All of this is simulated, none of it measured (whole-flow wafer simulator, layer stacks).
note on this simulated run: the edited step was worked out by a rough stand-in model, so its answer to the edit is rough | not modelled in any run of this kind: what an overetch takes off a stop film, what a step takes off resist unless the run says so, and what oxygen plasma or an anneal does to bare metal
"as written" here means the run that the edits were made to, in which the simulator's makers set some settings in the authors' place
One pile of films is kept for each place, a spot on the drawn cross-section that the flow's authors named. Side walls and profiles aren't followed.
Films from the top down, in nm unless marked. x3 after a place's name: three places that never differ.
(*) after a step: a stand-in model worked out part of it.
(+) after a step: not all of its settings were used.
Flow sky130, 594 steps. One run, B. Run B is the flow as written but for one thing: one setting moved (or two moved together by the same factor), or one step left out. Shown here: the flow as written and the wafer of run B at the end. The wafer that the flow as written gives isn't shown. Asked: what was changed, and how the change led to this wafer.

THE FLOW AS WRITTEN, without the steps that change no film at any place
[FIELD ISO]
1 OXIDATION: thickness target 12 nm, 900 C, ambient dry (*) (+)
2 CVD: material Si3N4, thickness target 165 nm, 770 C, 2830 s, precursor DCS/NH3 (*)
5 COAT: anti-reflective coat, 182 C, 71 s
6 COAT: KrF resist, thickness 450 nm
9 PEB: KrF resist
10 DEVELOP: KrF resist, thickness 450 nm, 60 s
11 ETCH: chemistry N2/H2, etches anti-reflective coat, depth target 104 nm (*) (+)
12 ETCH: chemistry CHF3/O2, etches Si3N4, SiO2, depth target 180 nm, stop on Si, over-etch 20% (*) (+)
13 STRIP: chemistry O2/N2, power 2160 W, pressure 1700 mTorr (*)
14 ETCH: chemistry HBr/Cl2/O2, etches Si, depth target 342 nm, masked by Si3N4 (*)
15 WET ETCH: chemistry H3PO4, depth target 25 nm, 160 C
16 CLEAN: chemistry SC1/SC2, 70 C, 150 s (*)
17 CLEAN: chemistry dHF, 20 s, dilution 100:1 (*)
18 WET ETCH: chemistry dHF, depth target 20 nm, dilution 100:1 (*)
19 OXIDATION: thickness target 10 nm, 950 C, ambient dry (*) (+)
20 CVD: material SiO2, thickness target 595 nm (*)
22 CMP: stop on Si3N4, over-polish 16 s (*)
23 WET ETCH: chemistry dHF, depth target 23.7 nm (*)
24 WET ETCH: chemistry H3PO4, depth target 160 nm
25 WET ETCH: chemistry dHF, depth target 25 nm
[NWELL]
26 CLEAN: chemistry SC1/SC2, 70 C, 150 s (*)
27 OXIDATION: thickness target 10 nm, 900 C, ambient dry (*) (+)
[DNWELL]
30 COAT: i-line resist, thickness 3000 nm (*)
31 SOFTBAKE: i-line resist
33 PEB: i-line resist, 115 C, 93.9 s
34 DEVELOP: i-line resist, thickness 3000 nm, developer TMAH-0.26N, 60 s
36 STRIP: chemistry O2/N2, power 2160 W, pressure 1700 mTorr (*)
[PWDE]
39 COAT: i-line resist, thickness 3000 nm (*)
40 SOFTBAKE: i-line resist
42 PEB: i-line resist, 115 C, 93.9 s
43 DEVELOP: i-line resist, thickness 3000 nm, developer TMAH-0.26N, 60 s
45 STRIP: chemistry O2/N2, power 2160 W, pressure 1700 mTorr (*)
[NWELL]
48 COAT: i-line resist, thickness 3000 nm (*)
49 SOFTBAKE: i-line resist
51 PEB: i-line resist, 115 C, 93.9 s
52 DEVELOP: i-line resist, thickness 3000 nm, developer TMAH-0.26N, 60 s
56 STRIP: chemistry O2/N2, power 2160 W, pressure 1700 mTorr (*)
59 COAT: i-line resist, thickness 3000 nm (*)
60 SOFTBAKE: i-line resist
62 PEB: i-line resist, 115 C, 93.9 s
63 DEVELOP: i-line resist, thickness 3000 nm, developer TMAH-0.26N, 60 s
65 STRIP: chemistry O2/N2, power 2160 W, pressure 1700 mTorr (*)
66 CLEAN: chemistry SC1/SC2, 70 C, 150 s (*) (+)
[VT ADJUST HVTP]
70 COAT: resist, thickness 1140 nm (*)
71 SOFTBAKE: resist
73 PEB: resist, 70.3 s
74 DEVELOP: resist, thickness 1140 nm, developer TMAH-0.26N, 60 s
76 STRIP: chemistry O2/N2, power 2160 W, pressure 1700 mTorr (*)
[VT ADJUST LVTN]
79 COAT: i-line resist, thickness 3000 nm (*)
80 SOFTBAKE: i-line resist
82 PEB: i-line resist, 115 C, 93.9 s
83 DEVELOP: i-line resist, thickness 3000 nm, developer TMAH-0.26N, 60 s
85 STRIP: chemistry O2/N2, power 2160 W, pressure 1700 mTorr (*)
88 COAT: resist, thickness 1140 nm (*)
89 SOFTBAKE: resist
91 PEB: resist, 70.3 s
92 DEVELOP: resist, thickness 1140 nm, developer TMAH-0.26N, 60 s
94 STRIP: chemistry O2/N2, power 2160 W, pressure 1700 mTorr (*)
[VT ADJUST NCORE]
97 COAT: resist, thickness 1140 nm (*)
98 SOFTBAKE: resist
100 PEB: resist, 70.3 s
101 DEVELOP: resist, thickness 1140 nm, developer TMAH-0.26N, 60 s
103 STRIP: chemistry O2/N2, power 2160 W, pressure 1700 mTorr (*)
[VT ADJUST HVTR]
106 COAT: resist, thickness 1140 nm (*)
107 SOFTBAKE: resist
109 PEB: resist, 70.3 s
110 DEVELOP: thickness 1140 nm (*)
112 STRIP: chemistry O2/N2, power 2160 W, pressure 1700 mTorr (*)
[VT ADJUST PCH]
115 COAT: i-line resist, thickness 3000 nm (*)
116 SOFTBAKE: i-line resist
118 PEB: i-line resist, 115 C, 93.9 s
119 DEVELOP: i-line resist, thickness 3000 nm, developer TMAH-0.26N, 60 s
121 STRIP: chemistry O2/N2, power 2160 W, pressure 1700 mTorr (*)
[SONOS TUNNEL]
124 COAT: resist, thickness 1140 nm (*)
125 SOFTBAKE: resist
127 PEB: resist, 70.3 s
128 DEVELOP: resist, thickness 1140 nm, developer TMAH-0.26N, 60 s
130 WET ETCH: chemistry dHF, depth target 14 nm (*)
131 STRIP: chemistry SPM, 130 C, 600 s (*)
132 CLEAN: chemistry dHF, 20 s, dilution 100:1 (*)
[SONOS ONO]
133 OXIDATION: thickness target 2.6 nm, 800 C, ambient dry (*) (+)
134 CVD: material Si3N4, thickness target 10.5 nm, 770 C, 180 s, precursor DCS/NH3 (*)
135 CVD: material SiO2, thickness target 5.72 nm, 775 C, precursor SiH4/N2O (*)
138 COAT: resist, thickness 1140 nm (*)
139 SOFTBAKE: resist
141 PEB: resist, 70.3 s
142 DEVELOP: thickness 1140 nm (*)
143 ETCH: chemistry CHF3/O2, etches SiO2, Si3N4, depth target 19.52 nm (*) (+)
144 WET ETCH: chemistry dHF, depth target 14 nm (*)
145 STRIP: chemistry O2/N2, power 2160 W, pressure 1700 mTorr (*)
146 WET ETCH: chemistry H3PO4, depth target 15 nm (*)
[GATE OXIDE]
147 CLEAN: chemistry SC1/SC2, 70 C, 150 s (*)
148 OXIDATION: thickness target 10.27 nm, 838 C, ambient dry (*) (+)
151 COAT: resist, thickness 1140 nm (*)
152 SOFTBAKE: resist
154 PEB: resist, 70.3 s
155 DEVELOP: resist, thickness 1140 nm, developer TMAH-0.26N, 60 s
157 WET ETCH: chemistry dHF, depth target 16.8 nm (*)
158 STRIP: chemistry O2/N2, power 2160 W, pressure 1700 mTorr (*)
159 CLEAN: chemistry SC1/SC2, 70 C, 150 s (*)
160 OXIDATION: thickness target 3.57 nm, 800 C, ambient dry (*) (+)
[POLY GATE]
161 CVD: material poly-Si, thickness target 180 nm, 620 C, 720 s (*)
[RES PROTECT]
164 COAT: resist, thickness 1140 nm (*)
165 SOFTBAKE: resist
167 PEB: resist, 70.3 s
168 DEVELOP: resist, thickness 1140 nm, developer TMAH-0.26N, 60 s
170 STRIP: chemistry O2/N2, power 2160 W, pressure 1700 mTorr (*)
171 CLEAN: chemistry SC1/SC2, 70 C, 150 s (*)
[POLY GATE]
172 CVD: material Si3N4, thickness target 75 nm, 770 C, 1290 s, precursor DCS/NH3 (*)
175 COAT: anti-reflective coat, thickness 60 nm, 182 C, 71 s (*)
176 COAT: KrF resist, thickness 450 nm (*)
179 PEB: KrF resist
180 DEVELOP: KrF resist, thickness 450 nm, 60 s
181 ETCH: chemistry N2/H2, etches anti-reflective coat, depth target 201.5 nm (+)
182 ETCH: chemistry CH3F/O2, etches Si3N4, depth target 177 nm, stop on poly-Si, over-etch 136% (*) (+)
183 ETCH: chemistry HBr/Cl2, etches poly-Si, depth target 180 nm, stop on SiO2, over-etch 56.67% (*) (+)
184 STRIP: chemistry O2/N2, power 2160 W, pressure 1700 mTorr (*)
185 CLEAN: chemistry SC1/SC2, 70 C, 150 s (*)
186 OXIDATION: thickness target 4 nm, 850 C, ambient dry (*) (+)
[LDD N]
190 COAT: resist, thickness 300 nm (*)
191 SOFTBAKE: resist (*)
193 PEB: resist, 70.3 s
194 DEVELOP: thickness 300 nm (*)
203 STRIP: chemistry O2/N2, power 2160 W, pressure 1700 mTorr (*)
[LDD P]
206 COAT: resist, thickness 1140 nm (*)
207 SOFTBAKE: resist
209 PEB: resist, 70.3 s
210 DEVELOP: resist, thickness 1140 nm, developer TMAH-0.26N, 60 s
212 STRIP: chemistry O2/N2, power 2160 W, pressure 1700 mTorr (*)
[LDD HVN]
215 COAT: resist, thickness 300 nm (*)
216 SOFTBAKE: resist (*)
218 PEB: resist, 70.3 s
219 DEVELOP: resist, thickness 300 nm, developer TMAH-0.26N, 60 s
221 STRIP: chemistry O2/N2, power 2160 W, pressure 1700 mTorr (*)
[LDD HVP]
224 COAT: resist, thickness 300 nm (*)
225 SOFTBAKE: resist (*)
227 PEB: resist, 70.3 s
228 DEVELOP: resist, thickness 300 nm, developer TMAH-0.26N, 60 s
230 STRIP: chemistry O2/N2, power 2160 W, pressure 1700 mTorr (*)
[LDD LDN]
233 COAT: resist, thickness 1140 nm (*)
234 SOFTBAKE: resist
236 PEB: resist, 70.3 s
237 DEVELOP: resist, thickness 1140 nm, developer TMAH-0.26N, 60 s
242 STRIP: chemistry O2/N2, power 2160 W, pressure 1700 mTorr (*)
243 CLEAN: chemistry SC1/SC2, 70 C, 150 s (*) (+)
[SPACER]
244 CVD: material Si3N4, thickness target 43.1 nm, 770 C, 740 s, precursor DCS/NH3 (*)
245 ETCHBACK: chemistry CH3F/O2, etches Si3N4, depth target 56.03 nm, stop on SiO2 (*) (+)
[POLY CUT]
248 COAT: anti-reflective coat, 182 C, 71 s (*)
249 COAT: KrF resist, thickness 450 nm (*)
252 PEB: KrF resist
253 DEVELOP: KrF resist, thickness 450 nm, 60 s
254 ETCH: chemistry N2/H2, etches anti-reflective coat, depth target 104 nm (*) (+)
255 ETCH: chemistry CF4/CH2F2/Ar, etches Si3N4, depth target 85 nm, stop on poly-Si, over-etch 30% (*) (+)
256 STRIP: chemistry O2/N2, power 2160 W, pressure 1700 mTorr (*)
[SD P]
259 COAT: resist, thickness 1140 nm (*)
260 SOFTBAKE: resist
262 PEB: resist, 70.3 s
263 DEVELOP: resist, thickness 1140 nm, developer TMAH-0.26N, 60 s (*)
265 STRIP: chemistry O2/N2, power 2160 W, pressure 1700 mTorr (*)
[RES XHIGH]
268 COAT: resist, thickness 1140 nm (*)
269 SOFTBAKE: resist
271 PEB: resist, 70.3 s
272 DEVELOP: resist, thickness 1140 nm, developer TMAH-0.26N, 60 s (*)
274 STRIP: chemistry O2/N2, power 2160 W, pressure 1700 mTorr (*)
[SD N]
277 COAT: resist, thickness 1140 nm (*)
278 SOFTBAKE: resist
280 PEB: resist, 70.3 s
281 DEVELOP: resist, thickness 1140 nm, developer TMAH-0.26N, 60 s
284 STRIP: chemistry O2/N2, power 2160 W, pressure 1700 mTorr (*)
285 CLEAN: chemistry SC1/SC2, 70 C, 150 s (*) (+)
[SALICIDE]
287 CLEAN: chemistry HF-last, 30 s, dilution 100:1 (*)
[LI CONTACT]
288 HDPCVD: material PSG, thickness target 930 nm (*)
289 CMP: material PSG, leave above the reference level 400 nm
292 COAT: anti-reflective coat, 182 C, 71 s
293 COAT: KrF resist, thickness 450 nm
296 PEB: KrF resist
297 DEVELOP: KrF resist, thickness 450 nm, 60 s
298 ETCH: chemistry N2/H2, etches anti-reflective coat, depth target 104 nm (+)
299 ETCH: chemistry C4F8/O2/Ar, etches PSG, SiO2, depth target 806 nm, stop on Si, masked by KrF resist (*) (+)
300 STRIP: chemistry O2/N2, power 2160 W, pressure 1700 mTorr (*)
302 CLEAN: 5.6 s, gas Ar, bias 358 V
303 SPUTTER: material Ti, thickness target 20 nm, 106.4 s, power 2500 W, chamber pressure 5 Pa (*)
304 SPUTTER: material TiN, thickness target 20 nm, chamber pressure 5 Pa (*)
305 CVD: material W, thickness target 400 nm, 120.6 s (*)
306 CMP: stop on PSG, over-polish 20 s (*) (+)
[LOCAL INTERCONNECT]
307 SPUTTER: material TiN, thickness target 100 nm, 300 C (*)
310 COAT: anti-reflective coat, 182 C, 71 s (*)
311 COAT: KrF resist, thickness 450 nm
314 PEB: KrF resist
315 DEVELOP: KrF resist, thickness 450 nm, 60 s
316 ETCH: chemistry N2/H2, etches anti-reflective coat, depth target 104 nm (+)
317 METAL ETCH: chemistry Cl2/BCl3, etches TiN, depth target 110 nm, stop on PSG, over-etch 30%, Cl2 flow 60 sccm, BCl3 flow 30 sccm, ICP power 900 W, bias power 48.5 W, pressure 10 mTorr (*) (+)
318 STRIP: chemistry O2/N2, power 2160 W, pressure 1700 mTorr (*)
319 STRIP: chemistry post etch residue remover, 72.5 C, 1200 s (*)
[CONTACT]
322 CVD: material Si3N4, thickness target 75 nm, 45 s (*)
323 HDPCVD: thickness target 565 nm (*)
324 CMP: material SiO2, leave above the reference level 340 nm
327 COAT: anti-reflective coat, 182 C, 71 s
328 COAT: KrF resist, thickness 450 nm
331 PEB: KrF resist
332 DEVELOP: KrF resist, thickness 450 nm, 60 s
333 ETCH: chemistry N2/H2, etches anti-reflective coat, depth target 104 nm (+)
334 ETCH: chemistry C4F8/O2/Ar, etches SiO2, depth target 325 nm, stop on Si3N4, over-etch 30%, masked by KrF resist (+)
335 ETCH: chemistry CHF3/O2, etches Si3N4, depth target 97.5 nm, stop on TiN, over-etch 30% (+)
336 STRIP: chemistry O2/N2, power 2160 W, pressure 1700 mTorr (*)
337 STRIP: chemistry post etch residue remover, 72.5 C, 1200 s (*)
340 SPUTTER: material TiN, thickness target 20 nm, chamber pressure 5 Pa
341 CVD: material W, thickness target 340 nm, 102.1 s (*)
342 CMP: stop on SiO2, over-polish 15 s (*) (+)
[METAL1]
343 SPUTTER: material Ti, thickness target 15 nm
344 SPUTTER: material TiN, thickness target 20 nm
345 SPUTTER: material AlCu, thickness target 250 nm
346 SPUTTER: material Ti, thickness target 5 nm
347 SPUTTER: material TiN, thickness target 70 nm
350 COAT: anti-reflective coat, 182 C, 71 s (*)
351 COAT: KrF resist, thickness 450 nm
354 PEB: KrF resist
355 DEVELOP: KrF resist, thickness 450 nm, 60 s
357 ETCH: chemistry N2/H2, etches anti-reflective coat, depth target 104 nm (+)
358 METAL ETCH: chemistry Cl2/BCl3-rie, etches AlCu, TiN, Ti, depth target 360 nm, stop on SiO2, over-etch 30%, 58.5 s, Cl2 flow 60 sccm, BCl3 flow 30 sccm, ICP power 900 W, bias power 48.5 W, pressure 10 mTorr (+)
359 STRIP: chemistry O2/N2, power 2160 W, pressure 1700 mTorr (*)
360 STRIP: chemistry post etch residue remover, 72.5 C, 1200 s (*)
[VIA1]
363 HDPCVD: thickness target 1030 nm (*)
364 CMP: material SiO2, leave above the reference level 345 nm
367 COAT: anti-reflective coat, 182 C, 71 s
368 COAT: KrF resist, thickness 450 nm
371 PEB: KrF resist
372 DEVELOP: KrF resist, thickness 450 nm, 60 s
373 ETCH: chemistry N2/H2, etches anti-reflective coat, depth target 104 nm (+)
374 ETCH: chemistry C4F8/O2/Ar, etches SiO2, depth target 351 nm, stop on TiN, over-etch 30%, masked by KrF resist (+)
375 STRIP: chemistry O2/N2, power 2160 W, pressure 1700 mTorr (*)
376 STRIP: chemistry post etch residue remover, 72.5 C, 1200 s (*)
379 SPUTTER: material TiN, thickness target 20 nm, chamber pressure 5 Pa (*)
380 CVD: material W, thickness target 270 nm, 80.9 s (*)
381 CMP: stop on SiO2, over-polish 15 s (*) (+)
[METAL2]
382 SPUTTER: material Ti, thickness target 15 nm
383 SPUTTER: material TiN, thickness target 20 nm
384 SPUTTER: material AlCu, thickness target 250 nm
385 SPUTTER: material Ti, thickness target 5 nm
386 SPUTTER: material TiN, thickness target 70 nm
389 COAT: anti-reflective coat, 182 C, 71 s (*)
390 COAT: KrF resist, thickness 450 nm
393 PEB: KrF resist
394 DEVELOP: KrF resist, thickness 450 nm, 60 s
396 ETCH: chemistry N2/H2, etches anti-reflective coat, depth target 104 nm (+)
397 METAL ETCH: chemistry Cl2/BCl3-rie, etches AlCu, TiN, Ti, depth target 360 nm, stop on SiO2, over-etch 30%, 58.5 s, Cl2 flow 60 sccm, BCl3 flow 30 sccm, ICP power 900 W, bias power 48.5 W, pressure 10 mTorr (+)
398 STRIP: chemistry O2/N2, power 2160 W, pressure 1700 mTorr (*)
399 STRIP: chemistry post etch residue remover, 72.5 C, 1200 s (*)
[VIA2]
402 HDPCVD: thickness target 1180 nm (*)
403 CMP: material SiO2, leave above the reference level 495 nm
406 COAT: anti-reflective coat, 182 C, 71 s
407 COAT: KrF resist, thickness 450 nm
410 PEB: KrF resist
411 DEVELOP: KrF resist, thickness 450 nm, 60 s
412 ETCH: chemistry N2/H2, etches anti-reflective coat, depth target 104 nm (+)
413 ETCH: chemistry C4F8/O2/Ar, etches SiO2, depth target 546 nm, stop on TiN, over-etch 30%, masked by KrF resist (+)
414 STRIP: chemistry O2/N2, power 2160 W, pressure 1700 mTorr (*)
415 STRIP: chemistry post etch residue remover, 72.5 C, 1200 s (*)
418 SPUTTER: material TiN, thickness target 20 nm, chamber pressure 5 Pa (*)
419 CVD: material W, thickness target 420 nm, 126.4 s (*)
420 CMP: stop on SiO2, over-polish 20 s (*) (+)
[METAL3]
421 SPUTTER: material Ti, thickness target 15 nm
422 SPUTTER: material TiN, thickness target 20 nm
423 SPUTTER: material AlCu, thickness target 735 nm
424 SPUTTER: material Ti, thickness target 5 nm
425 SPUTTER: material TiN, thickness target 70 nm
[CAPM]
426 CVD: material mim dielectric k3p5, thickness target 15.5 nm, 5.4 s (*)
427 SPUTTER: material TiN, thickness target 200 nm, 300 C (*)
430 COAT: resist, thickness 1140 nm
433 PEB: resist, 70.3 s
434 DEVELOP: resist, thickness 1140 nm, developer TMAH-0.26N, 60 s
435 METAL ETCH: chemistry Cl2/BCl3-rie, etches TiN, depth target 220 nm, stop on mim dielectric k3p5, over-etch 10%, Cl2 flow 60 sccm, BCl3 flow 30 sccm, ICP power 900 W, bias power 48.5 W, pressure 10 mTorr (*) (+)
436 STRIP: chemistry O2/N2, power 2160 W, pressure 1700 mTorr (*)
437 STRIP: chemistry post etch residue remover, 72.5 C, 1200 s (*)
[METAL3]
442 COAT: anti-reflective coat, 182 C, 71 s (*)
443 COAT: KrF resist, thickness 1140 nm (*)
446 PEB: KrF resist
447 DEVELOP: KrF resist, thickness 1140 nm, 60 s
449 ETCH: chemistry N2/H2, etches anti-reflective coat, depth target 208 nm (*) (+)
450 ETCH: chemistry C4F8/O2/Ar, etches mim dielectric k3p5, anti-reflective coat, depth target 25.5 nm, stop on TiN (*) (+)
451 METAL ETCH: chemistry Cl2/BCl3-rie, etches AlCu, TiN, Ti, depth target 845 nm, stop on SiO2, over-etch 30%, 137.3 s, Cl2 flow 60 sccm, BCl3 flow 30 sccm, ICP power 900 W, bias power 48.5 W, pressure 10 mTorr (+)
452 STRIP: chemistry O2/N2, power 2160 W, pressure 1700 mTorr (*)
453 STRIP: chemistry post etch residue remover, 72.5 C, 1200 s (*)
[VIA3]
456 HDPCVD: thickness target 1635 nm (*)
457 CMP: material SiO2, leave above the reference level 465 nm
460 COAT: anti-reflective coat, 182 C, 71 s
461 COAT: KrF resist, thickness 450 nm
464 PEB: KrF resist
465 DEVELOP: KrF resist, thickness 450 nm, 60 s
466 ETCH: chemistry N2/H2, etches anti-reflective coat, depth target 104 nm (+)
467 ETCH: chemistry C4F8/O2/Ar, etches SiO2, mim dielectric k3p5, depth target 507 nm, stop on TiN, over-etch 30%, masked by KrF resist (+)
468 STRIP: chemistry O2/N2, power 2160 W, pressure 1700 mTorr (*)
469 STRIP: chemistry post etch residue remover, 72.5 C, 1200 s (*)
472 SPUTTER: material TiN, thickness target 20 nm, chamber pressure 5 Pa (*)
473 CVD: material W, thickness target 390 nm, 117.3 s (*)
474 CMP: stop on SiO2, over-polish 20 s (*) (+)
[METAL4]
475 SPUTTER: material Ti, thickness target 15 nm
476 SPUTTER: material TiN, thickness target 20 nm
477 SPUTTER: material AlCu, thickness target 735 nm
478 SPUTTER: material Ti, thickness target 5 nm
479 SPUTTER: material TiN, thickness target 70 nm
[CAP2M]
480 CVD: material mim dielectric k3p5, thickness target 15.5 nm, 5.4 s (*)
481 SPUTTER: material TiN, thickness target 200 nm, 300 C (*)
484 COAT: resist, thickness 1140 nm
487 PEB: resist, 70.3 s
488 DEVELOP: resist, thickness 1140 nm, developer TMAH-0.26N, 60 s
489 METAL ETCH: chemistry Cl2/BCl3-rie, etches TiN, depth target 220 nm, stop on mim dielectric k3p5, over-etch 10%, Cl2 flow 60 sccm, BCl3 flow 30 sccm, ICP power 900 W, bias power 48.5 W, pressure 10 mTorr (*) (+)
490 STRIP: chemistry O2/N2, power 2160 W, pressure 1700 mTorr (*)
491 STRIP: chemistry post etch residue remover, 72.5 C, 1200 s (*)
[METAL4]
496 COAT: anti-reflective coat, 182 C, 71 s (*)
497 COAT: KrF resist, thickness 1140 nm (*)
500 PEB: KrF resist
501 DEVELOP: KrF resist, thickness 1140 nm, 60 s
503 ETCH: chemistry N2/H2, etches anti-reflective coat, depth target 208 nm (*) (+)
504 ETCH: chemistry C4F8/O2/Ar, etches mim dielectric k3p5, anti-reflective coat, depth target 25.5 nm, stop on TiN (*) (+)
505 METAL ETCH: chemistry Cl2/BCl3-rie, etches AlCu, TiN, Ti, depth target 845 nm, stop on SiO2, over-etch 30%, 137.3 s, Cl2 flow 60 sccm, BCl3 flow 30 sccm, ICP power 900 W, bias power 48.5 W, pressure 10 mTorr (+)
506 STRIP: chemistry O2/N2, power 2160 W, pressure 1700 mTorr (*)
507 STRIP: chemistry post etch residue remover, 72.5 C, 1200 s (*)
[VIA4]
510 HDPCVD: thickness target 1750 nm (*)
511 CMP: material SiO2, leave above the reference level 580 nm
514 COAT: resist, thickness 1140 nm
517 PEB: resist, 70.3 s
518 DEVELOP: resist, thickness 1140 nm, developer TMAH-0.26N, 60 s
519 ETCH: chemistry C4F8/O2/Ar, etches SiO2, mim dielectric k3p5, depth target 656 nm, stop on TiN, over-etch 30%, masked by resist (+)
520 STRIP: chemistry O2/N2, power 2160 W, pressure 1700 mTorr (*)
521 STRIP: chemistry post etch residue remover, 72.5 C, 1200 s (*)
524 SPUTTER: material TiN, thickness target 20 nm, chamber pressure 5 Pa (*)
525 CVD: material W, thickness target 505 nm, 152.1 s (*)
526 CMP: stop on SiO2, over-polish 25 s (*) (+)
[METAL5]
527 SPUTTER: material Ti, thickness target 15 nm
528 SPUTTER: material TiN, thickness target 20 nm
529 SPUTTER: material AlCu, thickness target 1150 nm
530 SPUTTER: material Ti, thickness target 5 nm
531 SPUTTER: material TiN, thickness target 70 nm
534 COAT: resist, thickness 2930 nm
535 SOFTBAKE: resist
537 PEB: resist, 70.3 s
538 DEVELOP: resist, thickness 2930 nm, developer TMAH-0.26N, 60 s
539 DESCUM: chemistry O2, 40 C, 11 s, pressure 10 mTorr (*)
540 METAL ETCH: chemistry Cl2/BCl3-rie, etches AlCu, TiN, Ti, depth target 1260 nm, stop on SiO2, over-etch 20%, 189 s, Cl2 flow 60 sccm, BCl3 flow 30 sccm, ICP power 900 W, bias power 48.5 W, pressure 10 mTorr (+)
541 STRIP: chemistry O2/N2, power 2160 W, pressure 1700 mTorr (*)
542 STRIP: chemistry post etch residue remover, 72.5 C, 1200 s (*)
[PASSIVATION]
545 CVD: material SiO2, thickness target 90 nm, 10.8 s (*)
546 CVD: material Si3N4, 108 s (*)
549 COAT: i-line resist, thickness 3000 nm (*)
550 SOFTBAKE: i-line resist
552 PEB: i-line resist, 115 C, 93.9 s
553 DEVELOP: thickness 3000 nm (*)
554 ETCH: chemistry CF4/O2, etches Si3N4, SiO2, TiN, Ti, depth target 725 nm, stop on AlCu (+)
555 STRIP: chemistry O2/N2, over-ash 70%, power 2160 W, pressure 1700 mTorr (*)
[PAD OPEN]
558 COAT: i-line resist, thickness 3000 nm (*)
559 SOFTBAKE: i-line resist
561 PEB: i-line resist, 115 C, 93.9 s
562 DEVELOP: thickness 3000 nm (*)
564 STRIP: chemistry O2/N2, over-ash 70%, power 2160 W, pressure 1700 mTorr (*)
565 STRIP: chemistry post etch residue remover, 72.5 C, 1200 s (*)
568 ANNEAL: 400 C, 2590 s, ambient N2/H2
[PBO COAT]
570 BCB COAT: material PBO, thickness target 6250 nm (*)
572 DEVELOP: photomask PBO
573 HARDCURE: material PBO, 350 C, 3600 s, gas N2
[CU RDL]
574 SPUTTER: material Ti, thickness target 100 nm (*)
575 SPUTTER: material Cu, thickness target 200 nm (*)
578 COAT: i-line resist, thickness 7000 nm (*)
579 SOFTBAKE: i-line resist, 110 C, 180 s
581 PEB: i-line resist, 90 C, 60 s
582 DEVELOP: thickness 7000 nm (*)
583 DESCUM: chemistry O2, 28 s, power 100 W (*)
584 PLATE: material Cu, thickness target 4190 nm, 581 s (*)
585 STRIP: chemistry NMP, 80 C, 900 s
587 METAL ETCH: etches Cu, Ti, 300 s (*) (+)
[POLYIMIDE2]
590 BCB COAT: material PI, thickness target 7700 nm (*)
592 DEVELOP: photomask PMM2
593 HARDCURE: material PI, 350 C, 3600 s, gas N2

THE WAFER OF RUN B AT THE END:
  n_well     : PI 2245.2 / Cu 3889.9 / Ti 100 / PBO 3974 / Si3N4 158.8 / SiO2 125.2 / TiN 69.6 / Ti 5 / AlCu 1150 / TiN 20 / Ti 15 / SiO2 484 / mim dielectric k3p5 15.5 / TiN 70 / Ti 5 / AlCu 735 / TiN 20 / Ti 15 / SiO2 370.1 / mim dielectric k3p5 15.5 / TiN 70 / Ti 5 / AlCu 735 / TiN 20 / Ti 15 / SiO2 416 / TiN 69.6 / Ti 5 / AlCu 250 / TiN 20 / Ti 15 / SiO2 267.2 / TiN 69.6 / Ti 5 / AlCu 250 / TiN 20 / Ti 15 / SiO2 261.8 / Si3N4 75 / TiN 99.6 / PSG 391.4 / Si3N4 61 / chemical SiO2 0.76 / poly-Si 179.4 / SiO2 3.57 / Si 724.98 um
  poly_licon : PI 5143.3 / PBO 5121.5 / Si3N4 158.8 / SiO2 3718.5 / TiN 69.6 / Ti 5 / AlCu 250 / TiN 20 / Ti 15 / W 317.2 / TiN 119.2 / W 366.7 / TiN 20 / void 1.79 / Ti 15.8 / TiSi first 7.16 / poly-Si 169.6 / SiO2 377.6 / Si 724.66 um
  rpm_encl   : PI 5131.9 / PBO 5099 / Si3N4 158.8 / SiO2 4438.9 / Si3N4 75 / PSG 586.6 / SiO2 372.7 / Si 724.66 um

The cause: step 575, SPUTTER: thickness target 90 nm was run, where the flow has thickness target 200 nm.

How the change led to this, step by step:
  575 SPUTTER: material Cu, thickness target 200 nm (*)
      field, active, n_well and 190 more: Cu +90 (new film) (as written it would be: Cu +200 (new film))
  587 METAL ETCH: etches Cu, Ti, 300 s (*) (+)
      field, active, gate and 167 more: Cu -90 (all of it), Ti -100 (all of it) (as written it would be: Cu -200 (all of it), Ti -100 (all of it))
  590 BCB COAT: material PI, thickness target 7700 nm (*)
      n_well, p_well, sd_n, sd_p: PI +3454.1 (new film) (as written it would be: PI +3344.1 (new film))
      mim: PI +3775.5 (new film) (as written it would be: PI +3670.5 (new film))
      (and at 14 more places)
  593 HARDCURE: material PI, 350 C, 3600 s, gas N2
      n_well, p_well, sd_n, sd_p: PI -1208.9 (as written it would be: PI -1170.4)
